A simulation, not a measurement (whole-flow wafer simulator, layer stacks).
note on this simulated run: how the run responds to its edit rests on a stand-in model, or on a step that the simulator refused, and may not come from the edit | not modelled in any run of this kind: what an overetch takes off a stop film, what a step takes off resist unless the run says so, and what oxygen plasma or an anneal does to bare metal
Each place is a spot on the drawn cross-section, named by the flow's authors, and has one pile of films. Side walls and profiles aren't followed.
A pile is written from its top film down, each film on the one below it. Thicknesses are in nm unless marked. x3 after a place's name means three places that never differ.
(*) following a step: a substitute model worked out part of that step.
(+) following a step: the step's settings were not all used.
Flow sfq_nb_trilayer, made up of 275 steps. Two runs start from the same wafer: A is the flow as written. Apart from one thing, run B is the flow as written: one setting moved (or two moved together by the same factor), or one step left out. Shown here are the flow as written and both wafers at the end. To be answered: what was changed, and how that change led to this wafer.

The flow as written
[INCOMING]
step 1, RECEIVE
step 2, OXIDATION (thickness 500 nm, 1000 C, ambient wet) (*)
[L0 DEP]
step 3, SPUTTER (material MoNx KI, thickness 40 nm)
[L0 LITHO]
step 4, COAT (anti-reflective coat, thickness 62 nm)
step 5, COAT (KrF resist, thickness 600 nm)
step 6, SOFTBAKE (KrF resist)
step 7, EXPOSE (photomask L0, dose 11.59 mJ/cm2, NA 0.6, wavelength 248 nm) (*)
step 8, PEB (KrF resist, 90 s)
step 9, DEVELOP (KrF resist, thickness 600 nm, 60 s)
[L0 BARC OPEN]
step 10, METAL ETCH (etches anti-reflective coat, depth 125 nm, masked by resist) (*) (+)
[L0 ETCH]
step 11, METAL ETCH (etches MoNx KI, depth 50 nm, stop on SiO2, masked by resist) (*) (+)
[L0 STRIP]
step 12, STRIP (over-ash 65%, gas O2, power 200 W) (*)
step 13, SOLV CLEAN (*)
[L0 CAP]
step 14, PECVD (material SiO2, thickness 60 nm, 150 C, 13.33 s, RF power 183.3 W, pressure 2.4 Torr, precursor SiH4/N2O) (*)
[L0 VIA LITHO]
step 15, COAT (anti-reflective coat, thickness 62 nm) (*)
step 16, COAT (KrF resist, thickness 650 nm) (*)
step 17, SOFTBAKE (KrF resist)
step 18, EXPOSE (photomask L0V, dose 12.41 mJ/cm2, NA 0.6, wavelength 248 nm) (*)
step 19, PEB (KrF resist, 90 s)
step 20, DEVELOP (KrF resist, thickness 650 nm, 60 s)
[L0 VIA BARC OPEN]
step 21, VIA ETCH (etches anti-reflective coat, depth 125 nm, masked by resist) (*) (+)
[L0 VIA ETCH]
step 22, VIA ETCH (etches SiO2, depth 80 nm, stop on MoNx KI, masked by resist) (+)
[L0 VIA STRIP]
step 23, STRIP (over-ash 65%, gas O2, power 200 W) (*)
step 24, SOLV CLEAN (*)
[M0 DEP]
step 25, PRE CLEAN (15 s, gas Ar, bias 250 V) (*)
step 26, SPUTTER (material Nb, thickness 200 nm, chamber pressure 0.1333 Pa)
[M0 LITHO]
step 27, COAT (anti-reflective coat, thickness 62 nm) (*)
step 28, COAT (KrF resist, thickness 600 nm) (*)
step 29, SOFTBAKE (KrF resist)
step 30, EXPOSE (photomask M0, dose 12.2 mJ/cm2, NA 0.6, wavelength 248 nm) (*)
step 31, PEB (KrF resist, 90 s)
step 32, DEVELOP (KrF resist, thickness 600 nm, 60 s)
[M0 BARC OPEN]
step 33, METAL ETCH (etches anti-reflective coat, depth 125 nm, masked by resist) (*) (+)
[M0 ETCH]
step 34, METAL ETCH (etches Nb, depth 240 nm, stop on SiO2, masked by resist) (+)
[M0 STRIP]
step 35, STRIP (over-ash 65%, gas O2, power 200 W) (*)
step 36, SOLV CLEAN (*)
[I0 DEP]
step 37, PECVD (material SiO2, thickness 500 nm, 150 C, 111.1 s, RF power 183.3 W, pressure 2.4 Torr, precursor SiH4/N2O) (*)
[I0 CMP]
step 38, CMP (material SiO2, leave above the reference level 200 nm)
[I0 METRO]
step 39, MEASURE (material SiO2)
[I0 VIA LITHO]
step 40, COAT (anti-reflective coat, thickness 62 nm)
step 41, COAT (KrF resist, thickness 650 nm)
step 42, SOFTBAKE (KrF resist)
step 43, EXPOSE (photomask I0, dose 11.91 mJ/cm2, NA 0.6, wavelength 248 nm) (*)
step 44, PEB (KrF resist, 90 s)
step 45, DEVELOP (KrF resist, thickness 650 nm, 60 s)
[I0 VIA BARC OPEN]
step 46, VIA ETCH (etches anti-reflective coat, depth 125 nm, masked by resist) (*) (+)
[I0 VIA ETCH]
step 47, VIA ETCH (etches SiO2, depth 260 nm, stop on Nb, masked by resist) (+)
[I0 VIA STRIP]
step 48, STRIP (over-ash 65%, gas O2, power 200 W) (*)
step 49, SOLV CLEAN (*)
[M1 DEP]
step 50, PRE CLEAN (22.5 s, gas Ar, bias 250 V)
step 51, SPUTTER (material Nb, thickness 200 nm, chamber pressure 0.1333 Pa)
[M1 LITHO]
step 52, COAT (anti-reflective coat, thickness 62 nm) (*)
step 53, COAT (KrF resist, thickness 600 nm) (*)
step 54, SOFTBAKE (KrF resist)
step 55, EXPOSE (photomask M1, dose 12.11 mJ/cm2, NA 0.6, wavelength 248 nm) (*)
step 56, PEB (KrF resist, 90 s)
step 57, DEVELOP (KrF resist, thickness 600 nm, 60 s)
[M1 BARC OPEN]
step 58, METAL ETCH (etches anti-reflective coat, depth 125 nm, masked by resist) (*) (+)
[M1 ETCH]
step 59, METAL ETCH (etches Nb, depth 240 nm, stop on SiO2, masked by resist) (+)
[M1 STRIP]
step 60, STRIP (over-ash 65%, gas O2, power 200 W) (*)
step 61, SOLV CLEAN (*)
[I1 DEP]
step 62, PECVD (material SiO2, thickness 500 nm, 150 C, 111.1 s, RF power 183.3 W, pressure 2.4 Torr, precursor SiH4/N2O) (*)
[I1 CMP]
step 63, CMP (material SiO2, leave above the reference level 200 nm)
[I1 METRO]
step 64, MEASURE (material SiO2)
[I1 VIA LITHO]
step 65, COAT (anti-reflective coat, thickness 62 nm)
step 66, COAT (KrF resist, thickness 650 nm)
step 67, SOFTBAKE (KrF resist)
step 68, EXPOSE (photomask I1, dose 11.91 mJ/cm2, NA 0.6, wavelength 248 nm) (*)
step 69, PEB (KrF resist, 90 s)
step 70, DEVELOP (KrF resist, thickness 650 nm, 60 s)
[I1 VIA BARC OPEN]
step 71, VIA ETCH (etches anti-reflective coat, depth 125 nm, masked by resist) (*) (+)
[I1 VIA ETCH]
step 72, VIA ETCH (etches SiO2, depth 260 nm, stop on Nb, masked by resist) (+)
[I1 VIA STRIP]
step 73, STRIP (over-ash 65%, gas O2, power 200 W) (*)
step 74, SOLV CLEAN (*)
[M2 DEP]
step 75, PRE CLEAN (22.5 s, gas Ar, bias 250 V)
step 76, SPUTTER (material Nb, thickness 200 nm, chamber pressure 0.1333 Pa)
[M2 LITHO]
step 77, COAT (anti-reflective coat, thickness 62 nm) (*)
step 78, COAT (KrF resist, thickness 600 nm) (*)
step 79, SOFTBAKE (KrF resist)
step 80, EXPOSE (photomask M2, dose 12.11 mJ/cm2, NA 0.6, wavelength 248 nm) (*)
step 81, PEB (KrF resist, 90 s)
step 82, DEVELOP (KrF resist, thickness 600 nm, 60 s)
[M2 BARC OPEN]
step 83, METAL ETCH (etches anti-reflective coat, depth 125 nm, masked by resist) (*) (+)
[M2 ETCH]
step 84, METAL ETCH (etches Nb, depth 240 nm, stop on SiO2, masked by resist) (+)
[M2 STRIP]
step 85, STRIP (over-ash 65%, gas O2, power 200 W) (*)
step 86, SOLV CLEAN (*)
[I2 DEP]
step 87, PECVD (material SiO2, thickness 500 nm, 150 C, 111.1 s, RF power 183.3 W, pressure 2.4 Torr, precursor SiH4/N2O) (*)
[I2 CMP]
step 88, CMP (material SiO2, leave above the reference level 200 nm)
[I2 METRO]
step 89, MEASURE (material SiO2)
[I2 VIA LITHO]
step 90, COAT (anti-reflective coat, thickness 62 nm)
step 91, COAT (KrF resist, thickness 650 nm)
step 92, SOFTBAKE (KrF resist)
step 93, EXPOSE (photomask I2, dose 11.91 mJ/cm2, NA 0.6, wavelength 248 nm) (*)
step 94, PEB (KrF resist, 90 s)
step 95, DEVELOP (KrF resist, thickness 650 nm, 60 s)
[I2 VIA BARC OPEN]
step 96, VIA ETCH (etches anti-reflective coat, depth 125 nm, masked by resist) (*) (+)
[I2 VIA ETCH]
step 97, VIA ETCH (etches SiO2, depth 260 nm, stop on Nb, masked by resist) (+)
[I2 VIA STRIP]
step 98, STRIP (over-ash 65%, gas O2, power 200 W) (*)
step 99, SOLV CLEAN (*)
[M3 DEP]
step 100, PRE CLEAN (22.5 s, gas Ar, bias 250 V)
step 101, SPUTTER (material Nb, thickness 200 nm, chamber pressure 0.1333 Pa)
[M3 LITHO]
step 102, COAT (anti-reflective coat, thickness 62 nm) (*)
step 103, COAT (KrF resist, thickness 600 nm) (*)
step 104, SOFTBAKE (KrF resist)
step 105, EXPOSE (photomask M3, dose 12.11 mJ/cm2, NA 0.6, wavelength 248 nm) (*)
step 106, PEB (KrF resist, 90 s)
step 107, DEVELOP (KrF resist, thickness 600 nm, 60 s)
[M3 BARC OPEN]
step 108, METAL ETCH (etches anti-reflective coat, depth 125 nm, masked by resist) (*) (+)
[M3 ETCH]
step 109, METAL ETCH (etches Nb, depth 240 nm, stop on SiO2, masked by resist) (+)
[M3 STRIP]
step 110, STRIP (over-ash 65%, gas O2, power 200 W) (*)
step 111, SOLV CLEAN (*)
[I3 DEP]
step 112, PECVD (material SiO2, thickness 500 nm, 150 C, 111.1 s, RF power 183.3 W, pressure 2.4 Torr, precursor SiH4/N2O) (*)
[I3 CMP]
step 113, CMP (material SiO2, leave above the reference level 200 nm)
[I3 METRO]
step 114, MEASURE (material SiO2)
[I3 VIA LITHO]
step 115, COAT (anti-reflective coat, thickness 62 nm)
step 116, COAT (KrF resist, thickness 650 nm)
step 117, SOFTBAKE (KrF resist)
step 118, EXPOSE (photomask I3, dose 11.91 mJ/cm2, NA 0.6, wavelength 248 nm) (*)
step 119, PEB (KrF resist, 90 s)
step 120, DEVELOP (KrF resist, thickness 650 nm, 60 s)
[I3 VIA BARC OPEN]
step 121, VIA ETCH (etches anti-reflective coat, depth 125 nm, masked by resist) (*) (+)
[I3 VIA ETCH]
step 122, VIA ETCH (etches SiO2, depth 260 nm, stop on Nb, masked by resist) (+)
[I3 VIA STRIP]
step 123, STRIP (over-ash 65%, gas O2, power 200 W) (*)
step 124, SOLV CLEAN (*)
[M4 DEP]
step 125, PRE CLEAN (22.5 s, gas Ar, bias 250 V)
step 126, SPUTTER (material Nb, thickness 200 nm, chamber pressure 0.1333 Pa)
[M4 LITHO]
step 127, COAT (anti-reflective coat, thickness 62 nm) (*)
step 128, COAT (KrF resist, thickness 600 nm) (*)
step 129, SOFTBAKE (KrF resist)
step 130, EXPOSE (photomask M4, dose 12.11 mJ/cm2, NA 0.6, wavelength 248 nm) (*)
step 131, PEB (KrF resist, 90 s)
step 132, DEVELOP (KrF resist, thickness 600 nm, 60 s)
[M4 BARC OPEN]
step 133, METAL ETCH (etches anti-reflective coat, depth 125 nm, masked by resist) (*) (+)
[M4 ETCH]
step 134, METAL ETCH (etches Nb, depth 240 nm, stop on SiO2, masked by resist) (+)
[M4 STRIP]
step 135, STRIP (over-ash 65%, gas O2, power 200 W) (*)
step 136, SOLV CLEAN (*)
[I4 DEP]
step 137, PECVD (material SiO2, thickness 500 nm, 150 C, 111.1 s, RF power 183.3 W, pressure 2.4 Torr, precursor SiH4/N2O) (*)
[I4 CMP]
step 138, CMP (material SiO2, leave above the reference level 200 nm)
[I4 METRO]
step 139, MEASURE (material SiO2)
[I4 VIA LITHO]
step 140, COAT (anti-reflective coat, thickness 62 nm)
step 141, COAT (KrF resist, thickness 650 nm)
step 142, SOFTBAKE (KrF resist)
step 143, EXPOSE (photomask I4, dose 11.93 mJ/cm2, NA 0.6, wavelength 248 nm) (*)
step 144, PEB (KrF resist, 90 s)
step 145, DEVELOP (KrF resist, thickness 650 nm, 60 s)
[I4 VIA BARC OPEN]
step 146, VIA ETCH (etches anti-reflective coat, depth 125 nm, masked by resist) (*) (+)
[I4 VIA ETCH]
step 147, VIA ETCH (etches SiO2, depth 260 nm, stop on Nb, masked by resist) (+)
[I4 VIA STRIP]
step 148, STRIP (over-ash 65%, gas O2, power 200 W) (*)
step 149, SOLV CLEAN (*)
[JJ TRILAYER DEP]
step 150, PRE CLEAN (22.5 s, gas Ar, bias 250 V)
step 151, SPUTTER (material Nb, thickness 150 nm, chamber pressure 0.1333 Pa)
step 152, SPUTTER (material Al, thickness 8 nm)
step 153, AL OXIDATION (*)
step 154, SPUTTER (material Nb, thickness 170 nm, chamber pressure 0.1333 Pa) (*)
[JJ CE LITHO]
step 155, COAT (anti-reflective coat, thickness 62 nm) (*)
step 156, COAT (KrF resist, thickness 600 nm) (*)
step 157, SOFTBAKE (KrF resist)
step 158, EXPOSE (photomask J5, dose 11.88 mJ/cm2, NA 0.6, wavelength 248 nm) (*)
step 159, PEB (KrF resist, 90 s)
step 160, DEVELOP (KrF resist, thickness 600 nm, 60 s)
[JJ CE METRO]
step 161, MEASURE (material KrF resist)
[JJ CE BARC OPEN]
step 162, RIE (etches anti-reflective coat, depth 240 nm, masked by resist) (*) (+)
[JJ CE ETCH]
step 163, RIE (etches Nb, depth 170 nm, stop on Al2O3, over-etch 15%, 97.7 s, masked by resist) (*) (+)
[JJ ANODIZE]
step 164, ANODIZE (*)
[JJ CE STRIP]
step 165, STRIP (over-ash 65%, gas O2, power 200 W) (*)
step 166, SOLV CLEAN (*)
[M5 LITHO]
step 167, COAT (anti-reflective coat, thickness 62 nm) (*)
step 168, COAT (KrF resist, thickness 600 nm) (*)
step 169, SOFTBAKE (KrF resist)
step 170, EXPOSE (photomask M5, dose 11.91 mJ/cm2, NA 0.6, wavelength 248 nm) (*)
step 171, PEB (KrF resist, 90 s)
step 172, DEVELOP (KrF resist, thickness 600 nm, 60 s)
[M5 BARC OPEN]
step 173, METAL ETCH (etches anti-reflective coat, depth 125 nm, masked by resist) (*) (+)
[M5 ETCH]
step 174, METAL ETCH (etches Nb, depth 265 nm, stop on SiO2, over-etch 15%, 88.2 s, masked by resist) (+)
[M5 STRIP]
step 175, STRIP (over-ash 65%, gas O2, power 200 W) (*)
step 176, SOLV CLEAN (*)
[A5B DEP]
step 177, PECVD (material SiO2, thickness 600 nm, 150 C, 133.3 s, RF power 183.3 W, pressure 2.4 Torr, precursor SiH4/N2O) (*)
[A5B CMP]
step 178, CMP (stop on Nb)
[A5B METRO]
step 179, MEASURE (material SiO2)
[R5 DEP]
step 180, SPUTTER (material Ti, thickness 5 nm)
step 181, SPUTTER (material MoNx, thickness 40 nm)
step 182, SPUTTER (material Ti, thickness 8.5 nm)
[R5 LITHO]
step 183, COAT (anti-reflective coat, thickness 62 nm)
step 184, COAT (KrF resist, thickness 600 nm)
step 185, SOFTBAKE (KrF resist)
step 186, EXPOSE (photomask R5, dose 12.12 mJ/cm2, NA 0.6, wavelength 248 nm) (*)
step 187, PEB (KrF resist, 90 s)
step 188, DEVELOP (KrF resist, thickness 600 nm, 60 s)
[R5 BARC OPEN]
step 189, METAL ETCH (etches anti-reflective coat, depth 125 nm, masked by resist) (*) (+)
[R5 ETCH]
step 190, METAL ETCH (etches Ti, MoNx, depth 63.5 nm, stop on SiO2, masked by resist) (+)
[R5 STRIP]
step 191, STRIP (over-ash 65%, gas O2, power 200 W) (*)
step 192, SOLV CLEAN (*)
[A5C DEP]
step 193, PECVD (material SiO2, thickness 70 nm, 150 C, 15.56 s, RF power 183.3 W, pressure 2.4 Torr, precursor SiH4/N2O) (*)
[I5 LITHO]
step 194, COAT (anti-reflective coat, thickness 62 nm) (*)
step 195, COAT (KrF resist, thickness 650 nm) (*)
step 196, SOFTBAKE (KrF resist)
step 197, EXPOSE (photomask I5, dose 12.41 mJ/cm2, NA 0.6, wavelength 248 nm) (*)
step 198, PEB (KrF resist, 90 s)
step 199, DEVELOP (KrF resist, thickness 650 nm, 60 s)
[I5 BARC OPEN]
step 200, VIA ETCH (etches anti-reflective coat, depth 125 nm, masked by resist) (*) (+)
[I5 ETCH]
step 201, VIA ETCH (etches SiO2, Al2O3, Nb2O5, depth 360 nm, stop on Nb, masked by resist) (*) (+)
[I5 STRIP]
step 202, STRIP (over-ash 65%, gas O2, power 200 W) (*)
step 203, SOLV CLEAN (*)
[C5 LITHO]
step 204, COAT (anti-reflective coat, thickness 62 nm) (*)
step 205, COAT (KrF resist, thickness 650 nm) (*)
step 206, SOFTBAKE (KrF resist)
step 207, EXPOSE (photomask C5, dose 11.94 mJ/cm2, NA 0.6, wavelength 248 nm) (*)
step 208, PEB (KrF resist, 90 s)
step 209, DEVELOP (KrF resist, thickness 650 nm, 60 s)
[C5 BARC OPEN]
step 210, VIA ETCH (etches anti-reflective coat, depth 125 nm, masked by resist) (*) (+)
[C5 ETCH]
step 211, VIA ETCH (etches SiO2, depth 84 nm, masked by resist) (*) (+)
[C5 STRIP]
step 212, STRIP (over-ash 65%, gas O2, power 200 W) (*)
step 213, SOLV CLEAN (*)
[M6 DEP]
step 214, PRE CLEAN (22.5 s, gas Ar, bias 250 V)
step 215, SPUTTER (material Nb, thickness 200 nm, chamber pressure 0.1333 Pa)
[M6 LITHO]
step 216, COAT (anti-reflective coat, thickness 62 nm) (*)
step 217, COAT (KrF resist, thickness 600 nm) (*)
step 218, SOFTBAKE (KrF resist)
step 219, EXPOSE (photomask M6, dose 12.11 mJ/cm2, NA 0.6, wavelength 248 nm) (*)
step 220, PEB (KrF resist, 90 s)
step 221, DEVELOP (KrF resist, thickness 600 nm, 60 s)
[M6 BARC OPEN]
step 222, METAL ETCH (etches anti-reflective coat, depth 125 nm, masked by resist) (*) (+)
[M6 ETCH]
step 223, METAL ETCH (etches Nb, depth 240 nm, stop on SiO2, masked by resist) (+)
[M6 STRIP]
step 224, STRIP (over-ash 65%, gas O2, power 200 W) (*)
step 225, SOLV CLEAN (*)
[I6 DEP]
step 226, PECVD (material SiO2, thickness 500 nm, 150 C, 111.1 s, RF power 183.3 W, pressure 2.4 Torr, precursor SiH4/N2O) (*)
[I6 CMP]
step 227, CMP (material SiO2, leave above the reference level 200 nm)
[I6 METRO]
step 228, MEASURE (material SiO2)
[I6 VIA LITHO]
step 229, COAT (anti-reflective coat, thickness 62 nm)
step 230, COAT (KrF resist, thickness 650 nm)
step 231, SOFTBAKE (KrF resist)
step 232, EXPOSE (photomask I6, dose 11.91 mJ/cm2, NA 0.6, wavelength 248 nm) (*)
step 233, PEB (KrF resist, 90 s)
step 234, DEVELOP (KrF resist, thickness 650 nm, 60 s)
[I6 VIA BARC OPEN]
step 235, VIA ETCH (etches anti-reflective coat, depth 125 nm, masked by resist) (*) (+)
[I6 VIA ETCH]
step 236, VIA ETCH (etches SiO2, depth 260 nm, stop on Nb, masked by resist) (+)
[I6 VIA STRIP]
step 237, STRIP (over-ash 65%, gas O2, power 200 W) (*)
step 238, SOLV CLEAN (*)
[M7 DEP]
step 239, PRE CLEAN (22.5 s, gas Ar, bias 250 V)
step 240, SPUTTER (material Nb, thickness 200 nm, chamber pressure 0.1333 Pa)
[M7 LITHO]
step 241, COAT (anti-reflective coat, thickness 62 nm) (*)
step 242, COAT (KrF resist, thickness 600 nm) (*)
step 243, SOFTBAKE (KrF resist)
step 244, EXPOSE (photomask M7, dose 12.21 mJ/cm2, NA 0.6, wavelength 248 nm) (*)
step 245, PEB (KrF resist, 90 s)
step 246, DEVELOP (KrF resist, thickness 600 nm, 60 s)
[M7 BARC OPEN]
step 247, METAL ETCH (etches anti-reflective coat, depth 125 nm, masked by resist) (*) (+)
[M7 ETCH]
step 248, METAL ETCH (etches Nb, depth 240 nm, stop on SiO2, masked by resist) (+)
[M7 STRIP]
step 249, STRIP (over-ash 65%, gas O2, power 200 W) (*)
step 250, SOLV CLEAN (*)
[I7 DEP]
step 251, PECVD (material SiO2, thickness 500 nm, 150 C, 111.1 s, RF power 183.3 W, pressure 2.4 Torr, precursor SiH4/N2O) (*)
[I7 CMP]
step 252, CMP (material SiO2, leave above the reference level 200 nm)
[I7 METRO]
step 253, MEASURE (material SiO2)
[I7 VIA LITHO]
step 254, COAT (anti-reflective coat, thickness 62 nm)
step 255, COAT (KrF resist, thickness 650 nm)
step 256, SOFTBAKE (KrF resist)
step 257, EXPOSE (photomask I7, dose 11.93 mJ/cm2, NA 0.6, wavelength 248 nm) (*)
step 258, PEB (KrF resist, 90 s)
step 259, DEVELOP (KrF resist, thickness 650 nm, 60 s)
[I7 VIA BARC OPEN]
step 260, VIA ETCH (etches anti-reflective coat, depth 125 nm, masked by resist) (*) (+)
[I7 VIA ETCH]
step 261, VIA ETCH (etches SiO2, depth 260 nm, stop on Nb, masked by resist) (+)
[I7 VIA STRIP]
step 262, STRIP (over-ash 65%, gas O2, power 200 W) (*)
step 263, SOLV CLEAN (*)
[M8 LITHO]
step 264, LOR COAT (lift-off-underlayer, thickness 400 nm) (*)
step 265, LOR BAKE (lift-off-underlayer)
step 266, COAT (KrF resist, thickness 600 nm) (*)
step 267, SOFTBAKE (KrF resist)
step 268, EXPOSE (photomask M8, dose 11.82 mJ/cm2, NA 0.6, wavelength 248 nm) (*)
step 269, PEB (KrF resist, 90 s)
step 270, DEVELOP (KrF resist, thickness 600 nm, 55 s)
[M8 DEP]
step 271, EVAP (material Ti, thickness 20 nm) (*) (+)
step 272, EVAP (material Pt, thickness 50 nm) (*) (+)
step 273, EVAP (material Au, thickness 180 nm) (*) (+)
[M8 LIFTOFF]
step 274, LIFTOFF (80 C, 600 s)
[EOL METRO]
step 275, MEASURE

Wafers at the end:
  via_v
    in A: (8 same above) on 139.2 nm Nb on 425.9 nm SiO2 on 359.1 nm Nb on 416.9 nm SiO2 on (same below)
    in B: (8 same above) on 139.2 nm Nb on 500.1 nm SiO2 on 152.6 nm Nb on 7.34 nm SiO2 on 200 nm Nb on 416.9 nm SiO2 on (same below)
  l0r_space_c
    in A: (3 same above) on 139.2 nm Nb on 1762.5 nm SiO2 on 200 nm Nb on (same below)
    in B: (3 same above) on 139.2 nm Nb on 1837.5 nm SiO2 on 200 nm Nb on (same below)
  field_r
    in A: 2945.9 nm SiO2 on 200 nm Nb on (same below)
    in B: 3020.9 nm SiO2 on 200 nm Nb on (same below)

The reason: step 113, CMP: leave above the reference level 275 nm was run, whereas the flow has leave above the reference level 200 nm.

Step by step, how the change led to this:
  step 113, CMP (material SiO2, leave above the reference level 200 nm)
      field_l, be, be_sur and 64 more: A SiO2 loses 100 | B SiO2 loses 25
      v_sur, via_wl, via_wr and 27 more: A SiO2 loses 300 | B SiO2 loses 225
      (and at 9 other places as well)
  step 122, VIA ETCH (etches SiO2, depth 260 nm, stop on Nb, masked by resist) (+)
      via_v: A SiO2 loses 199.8 (all of it) | B SiO2 loses 260
  step 125, PRE CLEAN (22.5 s, gas Ar, bias 250 V)
      via_v: A Nb loses 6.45 | B SiO2 loses 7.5
  step 126, SPUTTER (material Nb, thickness 200 nm, chamber pressure 0.1333 Pa)
      via_v: A Nb gains 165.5 | B Nb gains 152.6 (new film)
  step 127, COAT (anti-reflective coat, thickness 62 nm) (*)
      via_sp: A anti-reflective coat gains 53 (new film) | B anti-reflective coat gains 50.1 (new film)
      via_v: A anti-reflective coat gains 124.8 (new film) | B anti-reflective coat gains 128.6 (new film)
      (and at 1 other place as well)
  step 128, COAT (KrF resist, thickness 600 nm) (*)
      via_v: A KrF resist gains 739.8 (new film) | B KrF resist gains 797.5 (new film)
  step 135, STRIP (over-ash 65%, gas O2, power 200 W) (*)
      via_sp: A KrF resist loses 373.9 (all of it), anti-reflective coat loses 53 (all of it) | B KrF resist loses 369.8 (all of it), anti-reflective coat loses 50.1 (all of it)
      via_v: A KrF resist loses 521.8 (all of it), anti-reflective coat loses 124.8 (all of it) | B KrF resist loses 579.3 (all of it), anti-reflective coat loses 128.6 (all of it)
      (and at 1 other place as well)
  step 137, PECVD (material SiO2, thickness 500 nm, 150 C, 111.1 s, RF power 183.3 W, pressure 2.4 Torr, precursor SiH4/N2O) (*)
      via_v: A SiO2 gains 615 (new film) | B SiO2 gains 664.6 (new film)
  step 138, CMP (material SiO2, leave above the reference level 200 nm)
      via_v: A SiO2 loses 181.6 | B SiO2 loses 157.1
With metal films that touch counted as one body, via_v has 7 bodies (between them, from the top down: SiO2 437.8; SiO2 209 / Al2O3 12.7 / Nb2O5 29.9; SiO2 500.1; SiO2 7.34; SiO2 416.9; SiO2 192.5); the flow as written gives 6 bodies (between them, from the top down: SiO2 437.8; SiO2 209 / Al2O3 12.7 / Nb2O5 29.9; SiO2 425.9; SiO2 416.9; SiO2 192.5).
